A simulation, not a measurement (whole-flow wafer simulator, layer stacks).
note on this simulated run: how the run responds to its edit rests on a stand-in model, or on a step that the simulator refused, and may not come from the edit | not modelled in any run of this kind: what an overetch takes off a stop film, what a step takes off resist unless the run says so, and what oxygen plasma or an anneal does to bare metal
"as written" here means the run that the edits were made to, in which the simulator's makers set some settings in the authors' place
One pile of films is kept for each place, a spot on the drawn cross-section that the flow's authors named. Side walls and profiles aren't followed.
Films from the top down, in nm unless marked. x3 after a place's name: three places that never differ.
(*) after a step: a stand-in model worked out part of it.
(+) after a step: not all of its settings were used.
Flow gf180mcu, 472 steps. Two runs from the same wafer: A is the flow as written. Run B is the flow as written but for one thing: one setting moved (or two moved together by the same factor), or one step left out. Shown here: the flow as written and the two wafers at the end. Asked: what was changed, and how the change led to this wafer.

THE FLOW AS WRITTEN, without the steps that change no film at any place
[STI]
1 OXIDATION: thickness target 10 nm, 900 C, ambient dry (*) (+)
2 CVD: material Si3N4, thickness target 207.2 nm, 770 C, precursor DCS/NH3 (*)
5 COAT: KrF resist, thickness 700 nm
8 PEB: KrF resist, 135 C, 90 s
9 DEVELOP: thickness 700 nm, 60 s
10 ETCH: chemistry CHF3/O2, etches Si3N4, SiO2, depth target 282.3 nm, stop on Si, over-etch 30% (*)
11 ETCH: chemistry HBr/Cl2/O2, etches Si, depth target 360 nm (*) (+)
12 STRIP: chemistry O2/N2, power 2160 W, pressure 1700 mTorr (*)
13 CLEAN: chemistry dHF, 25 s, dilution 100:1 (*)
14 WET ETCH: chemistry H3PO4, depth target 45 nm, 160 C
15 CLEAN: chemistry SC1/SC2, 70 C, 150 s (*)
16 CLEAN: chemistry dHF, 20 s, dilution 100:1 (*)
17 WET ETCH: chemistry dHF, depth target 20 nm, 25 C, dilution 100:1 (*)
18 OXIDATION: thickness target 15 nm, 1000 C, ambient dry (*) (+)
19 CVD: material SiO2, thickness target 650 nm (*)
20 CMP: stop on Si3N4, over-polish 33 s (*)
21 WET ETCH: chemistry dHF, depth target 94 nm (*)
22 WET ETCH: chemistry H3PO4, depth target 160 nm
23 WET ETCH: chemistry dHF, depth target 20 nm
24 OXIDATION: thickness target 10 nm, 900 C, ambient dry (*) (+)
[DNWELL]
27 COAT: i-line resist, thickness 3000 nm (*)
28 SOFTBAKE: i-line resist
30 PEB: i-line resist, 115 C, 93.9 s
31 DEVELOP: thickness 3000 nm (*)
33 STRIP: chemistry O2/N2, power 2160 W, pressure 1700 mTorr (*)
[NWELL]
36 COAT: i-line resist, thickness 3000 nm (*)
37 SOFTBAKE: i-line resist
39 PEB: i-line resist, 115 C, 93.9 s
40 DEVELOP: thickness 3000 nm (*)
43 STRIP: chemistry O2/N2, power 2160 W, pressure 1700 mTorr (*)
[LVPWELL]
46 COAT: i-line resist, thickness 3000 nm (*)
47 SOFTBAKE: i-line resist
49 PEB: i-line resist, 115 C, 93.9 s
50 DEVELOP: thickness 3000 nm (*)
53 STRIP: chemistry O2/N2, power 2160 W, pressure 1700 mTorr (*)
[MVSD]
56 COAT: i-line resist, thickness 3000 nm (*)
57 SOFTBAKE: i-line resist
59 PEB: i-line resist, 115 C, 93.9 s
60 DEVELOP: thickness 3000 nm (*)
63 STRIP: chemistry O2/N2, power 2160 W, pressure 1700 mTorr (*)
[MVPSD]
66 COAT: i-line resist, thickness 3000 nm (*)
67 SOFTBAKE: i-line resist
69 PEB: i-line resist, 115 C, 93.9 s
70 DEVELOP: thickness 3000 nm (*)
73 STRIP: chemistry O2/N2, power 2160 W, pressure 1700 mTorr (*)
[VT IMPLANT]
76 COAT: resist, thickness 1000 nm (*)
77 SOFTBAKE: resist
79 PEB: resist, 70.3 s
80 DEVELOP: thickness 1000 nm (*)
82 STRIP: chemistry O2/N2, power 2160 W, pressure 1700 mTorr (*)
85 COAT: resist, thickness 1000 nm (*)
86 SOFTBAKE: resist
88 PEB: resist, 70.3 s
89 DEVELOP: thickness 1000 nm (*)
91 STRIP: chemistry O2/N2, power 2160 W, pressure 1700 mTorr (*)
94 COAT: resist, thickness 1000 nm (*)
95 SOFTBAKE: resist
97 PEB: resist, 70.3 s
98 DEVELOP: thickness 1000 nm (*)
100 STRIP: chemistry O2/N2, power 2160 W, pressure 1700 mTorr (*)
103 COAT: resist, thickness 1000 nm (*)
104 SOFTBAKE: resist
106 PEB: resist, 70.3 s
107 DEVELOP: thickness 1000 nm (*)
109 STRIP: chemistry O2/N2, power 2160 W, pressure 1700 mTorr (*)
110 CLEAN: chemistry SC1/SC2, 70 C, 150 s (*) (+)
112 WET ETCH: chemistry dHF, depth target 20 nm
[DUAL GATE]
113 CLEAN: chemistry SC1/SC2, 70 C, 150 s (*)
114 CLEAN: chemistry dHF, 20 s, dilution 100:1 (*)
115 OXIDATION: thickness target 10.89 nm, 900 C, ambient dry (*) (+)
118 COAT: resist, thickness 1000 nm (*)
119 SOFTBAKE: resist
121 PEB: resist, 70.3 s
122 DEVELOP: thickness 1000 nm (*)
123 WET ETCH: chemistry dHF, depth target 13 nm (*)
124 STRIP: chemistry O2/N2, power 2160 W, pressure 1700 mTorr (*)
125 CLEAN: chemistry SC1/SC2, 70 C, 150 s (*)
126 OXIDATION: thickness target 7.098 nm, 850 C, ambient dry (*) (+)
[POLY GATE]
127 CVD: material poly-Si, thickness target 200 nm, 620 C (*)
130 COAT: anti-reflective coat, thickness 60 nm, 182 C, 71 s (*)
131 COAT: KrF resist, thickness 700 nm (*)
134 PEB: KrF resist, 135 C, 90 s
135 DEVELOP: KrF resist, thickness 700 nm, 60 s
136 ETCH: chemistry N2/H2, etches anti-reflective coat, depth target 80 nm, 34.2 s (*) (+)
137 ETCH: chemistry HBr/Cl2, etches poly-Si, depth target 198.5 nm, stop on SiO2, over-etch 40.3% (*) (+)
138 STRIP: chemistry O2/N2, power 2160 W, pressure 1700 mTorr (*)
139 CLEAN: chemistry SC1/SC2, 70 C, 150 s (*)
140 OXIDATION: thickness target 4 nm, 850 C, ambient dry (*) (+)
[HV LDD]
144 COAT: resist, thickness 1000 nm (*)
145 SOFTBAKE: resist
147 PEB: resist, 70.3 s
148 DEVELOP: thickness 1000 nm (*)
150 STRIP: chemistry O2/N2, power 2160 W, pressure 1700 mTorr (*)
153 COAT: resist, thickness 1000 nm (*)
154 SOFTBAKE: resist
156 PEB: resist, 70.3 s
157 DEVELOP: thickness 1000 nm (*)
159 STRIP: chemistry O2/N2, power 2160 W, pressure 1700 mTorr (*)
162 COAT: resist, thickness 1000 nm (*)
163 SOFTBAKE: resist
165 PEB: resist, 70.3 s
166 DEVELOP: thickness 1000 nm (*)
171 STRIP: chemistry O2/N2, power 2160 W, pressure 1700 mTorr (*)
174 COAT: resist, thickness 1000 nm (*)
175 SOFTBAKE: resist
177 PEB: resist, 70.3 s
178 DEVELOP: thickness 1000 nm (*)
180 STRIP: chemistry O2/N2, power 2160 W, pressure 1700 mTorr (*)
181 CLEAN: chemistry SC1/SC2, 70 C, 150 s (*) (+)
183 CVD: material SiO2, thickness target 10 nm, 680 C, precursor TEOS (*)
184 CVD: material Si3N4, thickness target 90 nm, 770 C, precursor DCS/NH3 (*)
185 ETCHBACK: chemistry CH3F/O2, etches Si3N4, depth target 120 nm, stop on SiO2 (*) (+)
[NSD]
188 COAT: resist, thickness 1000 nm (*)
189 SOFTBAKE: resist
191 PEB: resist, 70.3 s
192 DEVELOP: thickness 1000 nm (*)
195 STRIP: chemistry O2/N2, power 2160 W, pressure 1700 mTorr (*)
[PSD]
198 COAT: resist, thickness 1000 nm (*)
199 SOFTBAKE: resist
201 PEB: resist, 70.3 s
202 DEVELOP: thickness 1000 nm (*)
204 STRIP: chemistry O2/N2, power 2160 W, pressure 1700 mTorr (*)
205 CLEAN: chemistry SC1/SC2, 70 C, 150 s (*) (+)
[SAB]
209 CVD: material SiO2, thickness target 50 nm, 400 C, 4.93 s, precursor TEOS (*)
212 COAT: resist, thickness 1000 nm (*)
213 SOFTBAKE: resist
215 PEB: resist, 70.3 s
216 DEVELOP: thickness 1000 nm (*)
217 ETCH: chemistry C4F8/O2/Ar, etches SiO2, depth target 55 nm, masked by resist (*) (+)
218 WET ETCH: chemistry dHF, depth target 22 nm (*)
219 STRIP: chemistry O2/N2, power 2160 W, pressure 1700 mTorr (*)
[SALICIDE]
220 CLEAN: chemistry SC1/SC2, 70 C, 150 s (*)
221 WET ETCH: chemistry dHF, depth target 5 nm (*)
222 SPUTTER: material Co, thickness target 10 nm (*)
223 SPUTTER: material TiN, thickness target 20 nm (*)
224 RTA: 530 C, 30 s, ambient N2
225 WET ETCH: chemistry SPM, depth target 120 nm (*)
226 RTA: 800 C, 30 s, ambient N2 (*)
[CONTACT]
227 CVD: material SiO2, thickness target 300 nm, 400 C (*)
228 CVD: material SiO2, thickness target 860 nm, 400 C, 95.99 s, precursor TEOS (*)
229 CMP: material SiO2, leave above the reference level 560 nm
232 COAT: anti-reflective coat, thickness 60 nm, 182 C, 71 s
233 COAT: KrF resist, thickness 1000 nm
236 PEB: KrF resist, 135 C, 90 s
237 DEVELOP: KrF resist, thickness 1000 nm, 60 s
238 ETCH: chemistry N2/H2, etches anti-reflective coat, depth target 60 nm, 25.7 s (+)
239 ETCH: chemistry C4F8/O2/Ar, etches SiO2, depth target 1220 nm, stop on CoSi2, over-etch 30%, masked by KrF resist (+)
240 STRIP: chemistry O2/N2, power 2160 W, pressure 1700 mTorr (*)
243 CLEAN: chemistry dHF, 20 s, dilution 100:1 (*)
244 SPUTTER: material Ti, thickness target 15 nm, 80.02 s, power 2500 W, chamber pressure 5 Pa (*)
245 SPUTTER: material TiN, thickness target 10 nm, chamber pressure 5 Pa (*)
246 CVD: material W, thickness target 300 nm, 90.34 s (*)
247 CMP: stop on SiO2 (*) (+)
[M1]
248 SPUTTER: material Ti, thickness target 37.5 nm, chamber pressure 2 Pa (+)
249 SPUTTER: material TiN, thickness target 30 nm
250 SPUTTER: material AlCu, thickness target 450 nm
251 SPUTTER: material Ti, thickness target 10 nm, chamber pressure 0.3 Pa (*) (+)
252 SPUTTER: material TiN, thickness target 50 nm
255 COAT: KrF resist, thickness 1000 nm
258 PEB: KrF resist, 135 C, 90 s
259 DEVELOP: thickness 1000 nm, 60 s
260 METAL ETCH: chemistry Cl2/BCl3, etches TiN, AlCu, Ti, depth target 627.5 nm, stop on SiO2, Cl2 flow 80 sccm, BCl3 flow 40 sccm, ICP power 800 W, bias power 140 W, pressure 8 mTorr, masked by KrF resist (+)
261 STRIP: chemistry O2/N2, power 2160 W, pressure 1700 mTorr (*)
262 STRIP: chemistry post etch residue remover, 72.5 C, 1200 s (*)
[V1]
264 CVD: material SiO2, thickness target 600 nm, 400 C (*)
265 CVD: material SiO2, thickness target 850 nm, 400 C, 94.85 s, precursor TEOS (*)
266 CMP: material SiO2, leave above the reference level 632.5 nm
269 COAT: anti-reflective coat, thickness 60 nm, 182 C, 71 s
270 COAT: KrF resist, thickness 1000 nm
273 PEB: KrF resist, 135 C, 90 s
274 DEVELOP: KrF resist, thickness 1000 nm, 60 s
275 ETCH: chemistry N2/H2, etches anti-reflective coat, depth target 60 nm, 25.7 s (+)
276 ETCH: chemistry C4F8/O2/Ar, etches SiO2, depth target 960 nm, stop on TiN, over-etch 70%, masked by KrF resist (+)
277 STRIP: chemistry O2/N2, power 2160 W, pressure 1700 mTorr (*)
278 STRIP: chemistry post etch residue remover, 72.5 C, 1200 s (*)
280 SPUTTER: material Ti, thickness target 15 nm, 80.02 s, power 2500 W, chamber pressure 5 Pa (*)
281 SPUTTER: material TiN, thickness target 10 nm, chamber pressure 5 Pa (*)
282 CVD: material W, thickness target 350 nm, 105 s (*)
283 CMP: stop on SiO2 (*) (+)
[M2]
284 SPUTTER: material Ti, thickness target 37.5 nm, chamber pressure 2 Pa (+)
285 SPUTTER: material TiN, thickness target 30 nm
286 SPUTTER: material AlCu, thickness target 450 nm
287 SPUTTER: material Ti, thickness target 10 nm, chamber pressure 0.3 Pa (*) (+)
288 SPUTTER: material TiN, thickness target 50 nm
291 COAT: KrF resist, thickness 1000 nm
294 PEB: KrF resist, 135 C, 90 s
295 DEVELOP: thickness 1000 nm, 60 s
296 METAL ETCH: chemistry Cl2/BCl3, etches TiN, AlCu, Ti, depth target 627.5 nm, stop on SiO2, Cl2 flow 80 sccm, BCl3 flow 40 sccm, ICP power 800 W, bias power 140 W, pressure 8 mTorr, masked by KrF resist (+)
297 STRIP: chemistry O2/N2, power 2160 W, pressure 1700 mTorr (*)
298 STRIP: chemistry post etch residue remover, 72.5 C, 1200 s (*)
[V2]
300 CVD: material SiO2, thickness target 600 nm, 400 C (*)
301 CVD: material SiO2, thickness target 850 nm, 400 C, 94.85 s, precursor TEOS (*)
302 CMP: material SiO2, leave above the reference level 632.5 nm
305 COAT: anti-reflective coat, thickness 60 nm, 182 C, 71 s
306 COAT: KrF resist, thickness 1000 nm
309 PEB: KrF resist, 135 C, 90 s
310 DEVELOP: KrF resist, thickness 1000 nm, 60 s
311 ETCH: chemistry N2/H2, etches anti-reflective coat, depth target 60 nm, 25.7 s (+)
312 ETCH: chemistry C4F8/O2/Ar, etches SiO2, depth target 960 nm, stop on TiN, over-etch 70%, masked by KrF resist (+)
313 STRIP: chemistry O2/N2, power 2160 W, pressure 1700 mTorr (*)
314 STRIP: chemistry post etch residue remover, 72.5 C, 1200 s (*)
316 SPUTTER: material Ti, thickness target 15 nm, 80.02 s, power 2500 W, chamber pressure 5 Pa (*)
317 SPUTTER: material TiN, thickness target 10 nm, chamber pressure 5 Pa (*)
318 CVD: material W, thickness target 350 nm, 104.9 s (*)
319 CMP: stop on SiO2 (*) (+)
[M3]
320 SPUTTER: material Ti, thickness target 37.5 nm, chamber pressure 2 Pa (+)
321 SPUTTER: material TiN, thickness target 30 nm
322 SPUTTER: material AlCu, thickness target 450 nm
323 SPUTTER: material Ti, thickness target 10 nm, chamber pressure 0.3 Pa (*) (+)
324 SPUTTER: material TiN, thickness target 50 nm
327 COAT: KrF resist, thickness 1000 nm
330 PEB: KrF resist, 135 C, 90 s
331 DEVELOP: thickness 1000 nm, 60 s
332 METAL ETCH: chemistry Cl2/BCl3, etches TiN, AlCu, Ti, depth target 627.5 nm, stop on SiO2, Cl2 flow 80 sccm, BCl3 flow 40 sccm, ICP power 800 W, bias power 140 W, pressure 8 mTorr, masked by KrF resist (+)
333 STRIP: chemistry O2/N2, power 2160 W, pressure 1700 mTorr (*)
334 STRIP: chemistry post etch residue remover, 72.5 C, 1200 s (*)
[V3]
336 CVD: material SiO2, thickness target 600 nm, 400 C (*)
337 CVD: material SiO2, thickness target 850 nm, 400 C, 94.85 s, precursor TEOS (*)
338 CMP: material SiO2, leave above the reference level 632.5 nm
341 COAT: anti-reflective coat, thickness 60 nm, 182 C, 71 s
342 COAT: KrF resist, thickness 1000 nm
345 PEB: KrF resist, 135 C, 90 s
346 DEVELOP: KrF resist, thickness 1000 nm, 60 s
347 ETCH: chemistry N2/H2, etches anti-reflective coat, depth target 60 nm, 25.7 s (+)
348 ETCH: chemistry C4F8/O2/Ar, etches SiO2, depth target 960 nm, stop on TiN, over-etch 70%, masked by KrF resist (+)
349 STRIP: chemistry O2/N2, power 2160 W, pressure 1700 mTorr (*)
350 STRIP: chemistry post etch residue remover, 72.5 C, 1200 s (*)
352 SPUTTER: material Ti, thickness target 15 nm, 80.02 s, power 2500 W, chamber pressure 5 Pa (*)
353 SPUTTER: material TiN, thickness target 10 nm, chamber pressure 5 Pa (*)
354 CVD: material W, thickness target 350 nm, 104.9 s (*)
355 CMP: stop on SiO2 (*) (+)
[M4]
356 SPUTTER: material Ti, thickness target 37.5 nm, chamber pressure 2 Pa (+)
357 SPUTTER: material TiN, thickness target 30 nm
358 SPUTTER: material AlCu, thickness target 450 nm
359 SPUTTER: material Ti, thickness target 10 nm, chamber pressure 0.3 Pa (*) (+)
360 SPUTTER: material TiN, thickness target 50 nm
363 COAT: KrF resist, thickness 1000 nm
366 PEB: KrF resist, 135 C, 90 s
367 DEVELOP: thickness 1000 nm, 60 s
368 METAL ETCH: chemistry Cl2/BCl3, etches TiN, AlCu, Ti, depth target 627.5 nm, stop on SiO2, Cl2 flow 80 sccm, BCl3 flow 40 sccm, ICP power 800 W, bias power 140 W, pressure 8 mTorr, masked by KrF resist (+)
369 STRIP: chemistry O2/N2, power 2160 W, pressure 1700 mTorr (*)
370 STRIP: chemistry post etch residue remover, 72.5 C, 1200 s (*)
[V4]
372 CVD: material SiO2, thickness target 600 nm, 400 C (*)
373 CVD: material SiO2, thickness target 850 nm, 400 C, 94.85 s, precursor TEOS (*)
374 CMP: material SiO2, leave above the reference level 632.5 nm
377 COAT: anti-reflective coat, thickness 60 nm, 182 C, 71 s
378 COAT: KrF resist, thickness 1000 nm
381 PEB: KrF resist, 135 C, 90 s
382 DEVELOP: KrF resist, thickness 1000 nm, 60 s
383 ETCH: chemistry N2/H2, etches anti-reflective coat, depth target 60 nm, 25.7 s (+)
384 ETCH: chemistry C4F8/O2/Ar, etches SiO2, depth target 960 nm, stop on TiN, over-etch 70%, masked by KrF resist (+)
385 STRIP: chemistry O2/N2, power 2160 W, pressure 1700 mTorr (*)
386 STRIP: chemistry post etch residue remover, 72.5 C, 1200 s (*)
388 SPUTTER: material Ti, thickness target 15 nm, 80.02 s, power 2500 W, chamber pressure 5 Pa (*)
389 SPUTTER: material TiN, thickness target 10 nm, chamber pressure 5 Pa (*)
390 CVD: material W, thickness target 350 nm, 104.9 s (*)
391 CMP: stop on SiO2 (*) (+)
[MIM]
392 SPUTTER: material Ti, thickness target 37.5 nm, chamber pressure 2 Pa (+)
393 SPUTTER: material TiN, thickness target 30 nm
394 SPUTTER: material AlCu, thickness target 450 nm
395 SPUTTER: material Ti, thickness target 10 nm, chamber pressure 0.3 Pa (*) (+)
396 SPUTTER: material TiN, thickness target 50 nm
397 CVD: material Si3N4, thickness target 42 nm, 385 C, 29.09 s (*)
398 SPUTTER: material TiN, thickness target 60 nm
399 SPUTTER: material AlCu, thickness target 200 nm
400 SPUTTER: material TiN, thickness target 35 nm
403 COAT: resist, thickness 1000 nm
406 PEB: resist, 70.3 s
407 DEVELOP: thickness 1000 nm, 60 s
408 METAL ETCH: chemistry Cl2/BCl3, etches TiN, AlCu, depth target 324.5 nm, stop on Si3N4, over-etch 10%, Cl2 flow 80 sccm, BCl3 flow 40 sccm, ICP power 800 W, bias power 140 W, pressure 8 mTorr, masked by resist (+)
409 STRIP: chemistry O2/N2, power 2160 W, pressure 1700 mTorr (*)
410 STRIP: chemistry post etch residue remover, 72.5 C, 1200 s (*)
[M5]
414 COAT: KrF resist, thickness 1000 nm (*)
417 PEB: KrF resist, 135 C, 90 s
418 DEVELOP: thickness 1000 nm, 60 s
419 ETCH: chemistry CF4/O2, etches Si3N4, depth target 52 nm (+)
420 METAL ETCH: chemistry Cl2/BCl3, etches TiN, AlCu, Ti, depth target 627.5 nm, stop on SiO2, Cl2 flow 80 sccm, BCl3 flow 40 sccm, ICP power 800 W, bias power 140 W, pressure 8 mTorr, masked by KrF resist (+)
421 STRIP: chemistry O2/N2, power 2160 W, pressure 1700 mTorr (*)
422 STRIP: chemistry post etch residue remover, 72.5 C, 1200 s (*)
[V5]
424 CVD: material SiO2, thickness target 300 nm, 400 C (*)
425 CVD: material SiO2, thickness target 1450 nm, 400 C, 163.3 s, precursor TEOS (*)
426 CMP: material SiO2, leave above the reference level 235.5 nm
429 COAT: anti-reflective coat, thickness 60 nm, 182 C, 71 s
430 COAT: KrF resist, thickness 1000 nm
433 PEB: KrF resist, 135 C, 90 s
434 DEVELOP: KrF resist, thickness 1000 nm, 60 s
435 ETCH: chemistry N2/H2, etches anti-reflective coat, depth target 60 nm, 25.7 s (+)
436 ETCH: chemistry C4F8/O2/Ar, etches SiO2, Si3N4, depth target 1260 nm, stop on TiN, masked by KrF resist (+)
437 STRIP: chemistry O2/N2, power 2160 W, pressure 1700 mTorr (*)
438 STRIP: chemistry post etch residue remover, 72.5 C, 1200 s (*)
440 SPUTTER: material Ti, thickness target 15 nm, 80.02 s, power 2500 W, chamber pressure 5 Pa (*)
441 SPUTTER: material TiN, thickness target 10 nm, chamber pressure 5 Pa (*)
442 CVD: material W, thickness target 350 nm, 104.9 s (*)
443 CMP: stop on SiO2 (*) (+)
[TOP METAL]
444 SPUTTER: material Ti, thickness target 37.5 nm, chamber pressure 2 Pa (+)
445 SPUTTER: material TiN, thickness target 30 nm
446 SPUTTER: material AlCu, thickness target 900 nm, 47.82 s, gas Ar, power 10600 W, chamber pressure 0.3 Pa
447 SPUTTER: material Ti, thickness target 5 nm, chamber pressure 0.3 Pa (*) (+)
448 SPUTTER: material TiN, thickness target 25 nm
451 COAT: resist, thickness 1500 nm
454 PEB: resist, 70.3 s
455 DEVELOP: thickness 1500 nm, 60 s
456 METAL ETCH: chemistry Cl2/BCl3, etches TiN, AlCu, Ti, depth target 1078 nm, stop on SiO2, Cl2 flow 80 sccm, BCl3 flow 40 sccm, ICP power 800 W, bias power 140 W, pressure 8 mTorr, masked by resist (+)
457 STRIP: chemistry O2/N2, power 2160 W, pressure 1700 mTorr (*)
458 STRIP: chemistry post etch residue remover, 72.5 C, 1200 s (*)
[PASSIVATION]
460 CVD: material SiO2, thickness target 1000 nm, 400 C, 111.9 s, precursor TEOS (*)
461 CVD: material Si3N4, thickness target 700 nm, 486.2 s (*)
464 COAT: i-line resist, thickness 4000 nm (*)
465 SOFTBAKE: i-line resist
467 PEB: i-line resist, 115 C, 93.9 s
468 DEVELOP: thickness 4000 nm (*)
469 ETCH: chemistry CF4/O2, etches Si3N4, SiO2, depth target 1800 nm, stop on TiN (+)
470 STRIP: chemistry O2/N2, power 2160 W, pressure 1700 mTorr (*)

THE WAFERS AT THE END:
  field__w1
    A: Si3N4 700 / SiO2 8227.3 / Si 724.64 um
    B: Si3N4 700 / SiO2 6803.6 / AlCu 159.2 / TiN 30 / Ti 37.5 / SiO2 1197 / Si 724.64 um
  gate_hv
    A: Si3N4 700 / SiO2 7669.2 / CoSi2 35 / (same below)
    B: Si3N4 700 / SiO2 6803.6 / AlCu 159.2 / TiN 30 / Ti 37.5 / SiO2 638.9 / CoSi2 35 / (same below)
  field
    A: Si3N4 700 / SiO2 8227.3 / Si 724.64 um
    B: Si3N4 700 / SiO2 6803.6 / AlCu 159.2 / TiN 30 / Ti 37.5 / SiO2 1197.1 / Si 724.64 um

The cause: step 260, METAL ETCH: depth target 345.1 nm was run, where the flow has depth target 627.5 nm.

How the change led to this, step by step:
  260 METAL ETCH: chemistry Cl2/BCl3, etches TiN, AlCu, Ti, depth target 627.5 nm, stop on SiO2, Cl2 flow 80 sccm, BCl3 flow 40 sccm, ICP power 800 W, bias power 140 W, pressure 8 mTorr, masked by KrF resist (+)
      field, field__w1, field__w2 and 99 more: A TiN -50 (all of it), Ti -10 (all of it), AlCu -450 (all of it), TiN -30 (all of it), Ti -37.5 (all of it) | B TiN -50 (all of it), Ti -10 (all of it), AlCu -285.1
      field__w8, contact, m1 and 6 more: A KrF resist -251 | B KrF resist -138
  261 STRIP: chemistry O2/N2, power 2160 W, pressure 1700 mTorr (*)
      field__w8, contact, m1 and 6 more: A KrF resist -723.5 (all of it) | B KrF resist -836.5 (all of it)
  262 STRIP: chemistry post etch residue remover, 72.5 C, 1200 s (*)
      field, field__w1, field__w2 and 99 more: A nothing | B AlCu -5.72
  264 CVD: material SiO2, thickness target 600 nm, 400 C (*)
      field, field__w1, field__w2 and 99 more: A SiO2 +600 | B SiO2 +600 (new film)
  266 CMP: material SiO2, leave above the reference level 632.5 nm
      field, field__w1, field__w2 and 99 more: A SiO2 -300 | B SiO2 -526.7
Counting metal films that touch as one body, field__w1 has 1 body; the flow as written gives 0 bodies.
Counting metal films that touch as one body, gate_hv has 2 bodies (between them, from the top down: SiO2 638.9); the flow as written gives 1 body.
Counting metal films that touch as one body, field has 1 body; the flow as written gives 0 bodies.
